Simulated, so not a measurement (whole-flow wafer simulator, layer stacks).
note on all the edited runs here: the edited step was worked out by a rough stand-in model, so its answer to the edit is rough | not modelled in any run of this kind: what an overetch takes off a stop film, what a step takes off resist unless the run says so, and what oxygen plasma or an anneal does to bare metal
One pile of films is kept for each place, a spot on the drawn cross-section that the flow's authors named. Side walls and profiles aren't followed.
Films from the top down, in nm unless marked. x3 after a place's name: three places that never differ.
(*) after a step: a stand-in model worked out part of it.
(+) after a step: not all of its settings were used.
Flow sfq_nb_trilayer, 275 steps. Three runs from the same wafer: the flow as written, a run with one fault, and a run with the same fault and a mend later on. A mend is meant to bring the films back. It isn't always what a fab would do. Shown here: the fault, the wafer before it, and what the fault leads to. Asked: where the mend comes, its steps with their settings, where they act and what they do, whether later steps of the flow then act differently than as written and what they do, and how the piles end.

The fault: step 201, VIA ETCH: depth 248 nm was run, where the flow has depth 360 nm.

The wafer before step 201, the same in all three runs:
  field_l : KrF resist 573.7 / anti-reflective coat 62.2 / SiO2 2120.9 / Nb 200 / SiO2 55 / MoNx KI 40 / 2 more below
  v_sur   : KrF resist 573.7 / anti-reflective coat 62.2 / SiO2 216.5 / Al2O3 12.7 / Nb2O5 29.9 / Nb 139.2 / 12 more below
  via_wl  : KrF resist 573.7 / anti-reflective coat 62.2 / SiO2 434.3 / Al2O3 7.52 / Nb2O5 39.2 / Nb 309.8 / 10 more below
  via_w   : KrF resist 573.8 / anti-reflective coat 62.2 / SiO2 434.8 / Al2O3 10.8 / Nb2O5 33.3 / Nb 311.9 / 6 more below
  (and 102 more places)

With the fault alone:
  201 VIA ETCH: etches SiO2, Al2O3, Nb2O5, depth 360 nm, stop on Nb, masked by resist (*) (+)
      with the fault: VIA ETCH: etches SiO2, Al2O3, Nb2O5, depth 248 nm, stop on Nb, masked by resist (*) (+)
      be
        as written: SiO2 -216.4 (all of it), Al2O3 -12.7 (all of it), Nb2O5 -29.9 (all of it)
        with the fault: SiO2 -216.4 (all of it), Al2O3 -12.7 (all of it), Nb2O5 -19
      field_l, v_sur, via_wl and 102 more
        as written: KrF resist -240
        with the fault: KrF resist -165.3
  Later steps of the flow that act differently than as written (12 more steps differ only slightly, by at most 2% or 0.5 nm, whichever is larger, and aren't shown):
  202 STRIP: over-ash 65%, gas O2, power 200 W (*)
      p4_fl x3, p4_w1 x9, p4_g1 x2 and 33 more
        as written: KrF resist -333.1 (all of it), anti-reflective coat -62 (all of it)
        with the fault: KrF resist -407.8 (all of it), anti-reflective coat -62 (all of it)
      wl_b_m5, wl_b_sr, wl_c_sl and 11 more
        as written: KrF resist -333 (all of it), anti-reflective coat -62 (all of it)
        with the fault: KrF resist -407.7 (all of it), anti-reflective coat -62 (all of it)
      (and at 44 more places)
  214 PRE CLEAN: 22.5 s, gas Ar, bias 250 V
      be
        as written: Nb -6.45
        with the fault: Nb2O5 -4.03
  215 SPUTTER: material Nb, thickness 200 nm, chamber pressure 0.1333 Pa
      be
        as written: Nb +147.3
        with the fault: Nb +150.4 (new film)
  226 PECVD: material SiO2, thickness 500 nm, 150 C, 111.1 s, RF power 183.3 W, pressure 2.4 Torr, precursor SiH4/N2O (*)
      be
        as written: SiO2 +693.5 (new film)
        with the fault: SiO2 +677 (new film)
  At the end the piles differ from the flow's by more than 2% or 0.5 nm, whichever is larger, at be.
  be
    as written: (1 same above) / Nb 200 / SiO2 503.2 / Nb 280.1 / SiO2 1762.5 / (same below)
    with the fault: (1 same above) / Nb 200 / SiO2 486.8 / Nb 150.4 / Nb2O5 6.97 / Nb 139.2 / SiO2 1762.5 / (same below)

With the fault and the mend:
  The mend comes after step 201.
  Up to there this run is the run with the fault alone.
  201a VIA ETCH: etches SiO2, Al2O3, Nb2O5, depth 112 nm, stop on Nb, masked by resist (*) (+) (the flow's step 201 once more, with other settings)
      field_l, v_sur, via_wl and 102 more
        KrF resist -74.7
      be
        Nb2O5 -11 (all of it)
  No later step of the flow acts differently than as written at any place that is followed.
  At the end the piles are the same as the flow's at every place that both follow.
